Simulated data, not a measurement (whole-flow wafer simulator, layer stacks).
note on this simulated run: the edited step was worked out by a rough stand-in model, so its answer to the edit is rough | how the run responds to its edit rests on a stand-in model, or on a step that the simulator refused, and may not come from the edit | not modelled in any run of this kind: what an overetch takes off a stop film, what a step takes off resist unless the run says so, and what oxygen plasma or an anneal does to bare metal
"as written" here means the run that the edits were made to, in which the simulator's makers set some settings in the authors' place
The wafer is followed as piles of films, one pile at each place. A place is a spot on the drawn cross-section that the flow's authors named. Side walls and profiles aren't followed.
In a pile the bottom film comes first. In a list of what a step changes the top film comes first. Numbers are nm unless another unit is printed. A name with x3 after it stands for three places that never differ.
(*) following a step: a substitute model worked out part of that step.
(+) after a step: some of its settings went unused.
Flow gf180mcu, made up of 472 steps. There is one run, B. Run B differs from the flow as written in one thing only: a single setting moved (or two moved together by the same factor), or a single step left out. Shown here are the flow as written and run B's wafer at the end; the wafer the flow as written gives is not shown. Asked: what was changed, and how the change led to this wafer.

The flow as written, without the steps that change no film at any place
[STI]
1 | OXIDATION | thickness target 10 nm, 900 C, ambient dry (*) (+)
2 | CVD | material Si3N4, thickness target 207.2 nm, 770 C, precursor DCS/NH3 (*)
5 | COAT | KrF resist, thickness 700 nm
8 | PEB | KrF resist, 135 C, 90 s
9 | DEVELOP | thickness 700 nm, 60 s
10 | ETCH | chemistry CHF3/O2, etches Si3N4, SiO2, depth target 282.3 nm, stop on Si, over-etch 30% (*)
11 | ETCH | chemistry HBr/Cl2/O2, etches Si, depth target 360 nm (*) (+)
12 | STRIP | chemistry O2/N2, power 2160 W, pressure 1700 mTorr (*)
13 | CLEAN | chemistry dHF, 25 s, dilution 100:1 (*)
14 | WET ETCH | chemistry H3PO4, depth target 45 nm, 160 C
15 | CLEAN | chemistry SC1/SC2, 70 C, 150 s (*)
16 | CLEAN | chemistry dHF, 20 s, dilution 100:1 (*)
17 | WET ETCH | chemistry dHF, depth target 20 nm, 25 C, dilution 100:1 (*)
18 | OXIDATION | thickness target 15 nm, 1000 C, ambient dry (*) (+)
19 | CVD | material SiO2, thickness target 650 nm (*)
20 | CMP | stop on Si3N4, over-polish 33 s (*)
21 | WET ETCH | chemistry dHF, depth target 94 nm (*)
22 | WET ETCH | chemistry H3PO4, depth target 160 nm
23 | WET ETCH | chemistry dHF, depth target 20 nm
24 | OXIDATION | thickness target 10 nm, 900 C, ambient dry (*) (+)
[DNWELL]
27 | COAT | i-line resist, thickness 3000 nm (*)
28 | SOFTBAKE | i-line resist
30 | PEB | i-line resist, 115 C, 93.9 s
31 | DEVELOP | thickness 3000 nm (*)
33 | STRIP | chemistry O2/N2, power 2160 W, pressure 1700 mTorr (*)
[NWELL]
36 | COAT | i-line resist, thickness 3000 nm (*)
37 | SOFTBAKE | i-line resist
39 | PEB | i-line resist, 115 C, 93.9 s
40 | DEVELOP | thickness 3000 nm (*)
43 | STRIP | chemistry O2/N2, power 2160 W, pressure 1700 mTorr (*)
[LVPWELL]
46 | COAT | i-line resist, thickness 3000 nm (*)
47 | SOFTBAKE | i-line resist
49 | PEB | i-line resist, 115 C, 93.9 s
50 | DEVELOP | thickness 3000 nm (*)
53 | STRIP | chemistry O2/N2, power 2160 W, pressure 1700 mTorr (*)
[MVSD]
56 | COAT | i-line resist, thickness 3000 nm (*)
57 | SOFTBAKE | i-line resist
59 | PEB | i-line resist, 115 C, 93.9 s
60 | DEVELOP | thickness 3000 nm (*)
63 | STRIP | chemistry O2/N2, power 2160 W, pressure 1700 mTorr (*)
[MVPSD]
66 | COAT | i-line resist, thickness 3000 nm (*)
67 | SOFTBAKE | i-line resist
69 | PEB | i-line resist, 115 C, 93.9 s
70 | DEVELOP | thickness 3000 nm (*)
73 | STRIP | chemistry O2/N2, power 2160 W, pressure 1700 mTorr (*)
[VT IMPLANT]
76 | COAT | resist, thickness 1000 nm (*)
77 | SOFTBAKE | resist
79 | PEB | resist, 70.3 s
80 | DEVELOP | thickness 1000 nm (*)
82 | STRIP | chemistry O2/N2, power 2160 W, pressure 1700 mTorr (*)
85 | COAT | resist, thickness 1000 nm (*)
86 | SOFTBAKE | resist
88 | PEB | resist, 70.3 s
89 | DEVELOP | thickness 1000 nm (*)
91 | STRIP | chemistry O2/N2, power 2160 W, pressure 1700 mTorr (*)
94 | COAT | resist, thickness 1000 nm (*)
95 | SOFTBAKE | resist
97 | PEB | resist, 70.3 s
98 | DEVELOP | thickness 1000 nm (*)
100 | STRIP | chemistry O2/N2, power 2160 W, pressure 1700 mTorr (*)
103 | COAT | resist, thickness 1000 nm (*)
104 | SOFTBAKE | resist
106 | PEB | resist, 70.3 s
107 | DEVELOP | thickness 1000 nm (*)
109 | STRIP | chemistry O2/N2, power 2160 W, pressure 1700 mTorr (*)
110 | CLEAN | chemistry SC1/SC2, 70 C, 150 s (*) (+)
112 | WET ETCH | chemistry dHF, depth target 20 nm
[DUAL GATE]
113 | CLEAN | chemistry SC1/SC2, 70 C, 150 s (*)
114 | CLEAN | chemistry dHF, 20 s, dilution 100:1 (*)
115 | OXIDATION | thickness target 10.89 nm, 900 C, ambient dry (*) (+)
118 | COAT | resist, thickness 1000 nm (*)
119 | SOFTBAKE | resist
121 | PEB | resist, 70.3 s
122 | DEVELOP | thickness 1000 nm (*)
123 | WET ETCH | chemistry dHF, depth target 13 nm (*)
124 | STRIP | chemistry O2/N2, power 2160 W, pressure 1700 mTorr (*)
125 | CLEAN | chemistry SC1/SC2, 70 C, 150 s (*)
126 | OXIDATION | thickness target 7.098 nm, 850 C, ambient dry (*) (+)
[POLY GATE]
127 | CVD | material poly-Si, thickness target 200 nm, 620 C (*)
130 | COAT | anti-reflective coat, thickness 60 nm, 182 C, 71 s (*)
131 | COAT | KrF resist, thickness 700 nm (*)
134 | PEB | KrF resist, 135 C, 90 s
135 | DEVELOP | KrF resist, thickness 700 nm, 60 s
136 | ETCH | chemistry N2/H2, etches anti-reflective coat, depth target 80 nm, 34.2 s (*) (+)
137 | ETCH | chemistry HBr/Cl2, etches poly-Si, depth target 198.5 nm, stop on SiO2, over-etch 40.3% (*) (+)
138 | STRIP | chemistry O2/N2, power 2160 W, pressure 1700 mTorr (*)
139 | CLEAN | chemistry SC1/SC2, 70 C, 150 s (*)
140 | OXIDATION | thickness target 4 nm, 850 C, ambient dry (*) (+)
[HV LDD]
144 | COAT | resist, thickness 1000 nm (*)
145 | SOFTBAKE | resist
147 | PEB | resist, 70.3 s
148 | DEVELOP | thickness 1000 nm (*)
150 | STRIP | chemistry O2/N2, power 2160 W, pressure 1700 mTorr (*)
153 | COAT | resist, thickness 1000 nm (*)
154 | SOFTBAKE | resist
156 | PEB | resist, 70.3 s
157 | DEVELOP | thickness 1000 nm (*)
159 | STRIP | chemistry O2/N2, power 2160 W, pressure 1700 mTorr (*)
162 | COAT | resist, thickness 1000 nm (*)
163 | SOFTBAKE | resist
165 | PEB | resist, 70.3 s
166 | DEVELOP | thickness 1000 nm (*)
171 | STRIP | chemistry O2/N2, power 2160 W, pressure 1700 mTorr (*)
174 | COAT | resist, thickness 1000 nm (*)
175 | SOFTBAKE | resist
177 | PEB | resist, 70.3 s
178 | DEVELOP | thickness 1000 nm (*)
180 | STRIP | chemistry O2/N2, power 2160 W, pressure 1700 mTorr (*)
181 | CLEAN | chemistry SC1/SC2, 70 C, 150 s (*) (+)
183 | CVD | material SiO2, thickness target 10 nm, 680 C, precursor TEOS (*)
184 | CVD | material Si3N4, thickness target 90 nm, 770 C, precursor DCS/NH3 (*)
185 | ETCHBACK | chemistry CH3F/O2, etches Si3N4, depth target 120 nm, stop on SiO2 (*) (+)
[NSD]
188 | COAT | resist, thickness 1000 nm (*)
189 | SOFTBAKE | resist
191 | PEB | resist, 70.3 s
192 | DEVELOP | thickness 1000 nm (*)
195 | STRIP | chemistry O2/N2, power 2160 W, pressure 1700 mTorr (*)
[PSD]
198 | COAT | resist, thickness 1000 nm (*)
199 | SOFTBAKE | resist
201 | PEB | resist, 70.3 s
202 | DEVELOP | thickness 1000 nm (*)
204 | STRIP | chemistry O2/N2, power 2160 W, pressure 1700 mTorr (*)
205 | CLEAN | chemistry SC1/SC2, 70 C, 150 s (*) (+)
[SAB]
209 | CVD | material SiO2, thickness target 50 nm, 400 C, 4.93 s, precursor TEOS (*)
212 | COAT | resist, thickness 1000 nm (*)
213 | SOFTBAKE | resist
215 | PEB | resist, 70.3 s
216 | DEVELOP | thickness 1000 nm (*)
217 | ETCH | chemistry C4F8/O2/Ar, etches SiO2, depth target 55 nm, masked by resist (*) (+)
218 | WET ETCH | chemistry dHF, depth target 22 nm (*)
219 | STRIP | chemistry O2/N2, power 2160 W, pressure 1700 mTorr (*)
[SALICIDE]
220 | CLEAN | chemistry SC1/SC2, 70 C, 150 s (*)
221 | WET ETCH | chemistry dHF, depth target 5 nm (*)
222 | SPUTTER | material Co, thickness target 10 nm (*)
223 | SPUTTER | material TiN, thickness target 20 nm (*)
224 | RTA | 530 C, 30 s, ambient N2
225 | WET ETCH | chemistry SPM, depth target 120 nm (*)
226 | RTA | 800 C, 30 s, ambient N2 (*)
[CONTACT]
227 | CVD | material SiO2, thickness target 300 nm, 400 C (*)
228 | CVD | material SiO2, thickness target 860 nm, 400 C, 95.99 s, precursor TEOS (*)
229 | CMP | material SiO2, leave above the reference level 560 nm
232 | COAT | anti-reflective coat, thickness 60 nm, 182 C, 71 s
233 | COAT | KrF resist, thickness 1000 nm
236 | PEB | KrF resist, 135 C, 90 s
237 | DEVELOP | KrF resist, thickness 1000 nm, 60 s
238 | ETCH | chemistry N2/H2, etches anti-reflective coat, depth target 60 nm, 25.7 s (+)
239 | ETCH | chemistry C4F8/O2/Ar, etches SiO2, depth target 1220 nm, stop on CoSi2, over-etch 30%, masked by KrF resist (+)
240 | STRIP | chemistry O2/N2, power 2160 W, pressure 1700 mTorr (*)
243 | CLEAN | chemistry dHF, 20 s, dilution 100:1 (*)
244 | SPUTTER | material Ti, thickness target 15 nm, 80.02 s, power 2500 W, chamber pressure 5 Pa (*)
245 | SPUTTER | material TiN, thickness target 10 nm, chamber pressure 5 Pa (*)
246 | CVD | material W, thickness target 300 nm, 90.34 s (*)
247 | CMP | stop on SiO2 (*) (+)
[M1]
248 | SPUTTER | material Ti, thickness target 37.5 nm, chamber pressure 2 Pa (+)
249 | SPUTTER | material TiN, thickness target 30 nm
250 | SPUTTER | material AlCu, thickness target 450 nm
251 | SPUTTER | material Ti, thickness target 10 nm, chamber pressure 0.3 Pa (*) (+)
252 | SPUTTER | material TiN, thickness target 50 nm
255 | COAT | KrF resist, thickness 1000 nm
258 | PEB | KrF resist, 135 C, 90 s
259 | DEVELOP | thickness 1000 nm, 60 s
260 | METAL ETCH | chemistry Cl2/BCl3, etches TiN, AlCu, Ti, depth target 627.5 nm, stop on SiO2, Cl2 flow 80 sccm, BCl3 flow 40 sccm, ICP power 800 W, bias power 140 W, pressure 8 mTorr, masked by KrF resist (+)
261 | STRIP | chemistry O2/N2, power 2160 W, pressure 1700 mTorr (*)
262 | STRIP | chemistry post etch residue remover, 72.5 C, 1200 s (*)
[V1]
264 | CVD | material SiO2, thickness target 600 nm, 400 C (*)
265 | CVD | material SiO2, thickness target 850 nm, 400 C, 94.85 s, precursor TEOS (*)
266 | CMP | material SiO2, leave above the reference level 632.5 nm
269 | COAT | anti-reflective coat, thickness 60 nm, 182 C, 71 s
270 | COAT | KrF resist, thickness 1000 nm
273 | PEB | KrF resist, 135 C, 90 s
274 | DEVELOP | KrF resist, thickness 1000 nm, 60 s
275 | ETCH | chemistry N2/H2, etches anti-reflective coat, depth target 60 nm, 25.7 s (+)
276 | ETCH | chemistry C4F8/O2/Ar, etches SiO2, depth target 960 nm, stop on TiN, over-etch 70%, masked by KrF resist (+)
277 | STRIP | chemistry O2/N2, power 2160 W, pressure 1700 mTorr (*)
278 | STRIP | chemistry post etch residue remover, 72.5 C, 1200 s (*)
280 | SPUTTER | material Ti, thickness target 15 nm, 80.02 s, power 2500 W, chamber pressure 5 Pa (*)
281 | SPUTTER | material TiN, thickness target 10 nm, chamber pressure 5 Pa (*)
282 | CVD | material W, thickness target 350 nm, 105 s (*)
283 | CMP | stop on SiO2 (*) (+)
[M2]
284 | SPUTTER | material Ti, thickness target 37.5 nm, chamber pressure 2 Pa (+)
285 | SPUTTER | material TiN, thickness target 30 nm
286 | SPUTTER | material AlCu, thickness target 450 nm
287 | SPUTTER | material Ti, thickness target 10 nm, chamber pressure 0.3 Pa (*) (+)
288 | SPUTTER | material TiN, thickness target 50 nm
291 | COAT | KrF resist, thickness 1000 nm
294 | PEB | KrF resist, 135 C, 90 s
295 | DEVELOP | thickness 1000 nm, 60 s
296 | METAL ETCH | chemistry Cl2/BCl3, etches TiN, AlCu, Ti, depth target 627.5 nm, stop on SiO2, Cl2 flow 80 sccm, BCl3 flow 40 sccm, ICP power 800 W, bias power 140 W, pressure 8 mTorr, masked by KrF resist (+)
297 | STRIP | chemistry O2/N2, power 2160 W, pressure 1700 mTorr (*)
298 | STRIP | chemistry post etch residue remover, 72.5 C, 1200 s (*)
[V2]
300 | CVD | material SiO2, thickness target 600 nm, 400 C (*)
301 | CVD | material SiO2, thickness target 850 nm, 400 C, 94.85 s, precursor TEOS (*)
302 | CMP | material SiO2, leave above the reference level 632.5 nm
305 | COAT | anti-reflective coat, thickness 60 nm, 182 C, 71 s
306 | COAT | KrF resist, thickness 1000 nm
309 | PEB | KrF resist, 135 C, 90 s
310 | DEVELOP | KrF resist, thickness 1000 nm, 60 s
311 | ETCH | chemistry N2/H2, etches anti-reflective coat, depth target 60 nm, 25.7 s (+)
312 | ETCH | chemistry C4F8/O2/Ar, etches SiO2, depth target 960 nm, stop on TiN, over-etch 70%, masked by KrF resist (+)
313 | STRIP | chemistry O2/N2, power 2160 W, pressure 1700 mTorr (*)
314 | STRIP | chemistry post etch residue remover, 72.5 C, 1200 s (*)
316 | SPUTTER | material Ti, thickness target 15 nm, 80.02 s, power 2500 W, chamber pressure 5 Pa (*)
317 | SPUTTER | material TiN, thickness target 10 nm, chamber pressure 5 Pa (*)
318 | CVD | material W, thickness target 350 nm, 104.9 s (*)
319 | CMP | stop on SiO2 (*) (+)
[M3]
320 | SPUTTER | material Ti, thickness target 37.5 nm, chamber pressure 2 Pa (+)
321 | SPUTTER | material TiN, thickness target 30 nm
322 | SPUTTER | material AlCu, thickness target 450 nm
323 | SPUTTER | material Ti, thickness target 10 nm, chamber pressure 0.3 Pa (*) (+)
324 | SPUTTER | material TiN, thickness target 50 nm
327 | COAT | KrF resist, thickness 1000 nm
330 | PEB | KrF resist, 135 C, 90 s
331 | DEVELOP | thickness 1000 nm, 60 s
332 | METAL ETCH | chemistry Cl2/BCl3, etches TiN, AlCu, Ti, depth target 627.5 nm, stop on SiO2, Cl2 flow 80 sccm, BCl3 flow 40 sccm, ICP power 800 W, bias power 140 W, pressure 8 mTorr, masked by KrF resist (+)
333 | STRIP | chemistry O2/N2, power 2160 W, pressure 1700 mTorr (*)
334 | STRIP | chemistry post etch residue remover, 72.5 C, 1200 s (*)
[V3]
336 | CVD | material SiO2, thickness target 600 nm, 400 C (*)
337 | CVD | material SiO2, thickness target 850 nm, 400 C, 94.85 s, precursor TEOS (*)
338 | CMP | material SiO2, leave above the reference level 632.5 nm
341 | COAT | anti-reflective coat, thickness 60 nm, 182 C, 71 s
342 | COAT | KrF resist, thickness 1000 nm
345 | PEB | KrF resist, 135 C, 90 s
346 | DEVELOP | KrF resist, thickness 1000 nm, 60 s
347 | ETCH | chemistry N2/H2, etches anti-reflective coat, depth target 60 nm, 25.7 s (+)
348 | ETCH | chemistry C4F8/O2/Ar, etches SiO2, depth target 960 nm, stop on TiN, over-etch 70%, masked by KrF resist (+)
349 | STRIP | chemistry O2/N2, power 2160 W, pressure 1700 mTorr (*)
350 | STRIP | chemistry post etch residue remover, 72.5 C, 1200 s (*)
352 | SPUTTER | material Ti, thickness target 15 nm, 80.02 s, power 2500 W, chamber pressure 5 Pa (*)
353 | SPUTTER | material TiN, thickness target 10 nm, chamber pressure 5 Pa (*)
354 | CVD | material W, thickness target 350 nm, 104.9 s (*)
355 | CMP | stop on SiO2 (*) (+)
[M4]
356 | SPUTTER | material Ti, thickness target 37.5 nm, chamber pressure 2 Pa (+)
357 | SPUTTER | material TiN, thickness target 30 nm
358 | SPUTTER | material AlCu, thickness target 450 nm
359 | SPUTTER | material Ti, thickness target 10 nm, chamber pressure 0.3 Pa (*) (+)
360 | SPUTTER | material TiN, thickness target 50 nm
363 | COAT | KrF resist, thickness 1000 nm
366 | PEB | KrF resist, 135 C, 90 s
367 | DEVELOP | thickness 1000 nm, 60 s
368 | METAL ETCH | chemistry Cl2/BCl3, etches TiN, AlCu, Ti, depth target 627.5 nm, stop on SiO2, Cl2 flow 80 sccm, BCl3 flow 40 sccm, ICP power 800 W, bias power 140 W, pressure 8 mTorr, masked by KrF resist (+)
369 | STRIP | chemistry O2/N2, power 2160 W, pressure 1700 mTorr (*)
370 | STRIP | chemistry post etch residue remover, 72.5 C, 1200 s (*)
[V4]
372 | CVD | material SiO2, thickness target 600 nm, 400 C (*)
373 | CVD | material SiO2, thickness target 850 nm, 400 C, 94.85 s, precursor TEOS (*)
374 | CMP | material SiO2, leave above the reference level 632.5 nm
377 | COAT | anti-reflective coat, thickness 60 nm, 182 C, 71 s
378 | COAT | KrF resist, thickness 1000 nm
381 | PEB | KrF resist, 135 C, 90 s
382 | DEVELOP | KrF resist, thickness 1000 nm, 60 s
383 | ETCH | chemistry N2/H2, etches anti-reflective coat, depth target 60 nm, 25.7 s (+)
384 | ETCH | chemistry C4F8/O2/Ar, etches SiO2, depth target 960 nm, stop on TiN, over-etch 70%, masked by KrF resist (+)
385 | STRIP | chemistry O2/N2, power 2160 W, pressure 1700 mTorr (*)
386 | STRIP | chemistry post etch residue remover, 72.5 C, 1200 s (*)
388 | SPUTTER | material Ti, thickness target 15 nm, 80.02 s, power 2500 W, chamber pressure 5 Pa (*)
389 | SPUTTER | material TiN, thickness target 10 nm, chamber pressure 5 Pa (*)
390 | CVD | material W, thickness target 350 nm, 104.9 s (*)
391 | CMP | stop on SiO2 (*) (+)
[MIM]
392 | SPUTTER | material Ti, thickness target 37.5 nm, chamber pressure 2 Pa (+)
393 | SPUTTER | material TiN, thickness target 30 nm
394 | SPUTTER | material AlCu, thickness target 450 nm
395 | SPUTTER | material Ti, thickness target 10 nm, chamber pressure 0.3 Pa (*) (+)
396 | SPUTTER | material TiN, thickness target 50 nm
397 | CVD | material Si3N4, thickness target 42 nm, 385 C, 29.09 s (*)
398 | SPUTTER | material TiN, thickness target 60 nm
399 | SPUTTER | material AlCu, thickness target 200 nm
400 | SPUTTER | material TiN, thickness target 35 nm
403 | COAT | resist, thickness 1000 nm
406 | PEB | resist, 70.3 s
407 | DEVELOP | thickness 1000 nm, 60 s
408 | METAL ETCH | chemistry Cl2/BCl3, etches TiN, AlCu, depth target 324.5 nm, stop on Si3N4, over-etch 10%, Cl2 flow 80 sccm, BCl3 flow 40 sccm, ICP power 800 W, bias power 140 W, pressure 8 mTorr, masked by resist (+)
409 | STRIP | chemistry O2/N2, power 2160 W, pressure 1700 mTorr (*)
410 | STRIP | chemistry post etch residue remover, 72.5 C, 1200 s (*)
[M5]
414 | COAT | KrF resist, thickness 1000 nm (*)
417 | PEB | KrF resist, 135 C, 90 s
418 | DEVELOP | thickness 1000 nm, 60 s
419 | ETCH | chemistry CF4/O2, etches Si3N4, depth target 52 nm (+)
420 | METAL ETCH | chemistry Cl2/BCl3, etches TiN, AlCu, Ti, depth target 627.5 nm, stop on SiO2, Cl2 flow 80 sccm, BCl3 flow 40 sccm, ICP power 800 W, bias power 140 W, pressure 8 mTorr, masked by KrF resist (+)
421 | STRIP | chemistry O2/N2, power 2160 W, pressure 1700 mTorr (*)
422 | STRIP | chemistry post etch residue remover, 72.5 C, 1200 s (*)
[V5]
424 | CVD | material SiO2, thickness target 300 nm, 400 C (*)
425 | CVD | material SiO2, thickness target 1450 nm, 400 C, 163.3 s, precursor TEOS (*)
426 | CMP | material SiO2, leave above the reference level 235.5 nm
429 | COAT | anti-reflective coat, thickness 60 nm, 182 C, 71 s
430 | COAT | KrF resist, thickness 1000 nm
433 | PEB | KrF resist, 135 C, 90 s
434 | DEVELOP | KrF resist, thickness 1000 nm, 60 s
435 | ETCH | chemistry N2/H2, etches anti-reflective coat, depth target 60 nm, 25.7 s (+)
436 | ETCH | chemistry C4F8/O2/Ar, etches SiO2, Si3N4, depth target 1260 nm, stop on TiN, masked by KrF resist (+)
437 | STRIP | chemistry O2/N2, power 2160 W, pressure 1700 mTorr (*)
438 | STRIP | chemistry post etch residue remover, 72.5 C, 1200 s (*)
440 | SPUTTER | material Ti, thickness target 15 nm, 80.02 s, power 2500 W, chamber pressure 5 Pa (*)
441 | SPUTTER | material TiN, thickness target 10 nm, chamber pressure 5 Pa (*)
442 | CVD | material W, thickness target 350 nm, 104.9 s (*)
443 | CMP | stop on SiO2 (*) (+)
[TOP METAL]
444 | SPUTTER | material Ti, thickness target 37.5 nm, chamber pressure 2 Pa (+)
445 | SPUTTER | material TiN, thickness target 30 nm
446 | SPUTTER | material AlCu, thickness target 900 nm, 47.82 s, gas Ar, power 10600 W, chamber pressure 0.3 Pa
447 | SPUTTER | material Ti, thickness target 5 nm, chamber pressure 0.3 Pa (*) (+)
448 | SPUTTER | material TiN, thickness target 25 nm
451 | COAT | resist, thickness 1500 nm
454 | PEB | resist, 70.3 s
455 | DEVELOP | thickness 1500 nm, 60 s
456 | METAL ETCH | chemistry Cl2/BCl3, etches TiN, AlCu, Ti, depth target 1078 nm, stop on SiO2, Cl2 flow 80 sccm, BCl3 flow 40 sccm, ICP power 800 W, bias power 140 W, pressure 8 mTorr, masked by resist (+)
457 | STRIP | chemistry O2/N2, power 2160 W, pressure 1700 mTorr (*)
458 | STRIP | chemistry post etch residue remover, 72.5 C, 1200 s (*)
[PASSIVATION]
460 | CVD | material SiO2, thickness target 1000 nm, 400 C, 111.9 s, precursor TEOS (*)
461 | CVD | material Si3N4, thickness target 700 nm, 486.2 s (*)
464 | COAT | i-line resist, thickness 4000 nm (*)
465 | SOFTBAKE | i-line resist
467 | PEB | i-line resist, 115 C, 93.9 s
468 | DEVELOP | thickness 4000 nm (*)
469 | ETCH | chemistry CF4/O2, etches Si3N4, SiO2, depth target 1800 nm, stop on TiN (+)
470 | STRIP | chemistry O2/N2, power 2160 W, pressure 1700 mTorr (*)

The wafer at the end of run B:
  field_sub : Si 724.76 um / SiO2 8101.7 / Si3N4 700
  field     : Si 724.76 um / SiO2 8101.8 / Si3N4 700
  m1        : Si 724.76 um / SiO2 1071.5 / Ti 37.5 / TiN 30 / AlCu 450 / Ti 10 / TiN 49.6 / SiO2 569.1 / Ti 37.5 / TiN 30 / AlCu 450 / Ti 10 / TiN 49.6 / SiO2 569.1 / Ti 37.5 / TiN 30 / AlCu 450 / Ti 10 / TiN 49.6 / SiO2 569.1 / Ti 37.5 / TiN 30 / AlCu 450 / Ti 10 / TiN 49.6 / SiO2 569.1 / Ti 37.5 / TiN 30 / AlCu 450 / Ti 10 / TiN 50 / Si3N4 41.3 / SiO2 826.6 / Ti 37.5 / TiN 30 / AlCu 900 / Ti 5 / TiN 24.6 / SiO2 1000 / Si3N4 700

The reason: step 11, ETCH: depth target 234 nm was run, though the flow has depth target 360 nm.

Step by step, how the change led to this:
  11 | ETCH | chemistry HBr/Cl2/O2, etches Si, depth target 360 nm (*) (+)
      active, n_well, p_well and 40 more: -70.3 KrF resist (as written it would have been: -112.3 KrF resist)
      field, field_sub, sti and 34 more: -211 Si (as written it would have been: -337 Si)
  12 | STRIP | chemistry O2/N2, power 2160 W, pressure 1700 mTorr (*)
      active, n_well, p_well and 40 more: -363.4 KrF resist (all of it) (as written it would have been: -321.4 KrF resist (all of it))
  19 | CVD | material SiO2, thickness target 650 nm (*)
      m1, ld_fp_n, ld_drift_n and 8 more: +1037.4 SiO2 (as written it would have been: +1163.4 SiO2)
  20 | CMP | stop on Si3N4, over-polish 33 s (*)
      sti, mim_1p0, pad and 11 more: -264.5 SiO2 (as written it would have been: -138.5 SiO2)
      nw_enc_fld, nw_enc_fld_lv: -268.5 SiO2 (as written it would have been: -142.5 SiO2)
      (and at 10 other places as well)
  189 | SOFTBAKE | resist
      field__w9: -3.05 resist (as written it would have been: +6.92 resist)
  199 | SOFTBAKE | resist
      field__w9: -3.05 resist (as written it would have been: +6.92 resist)
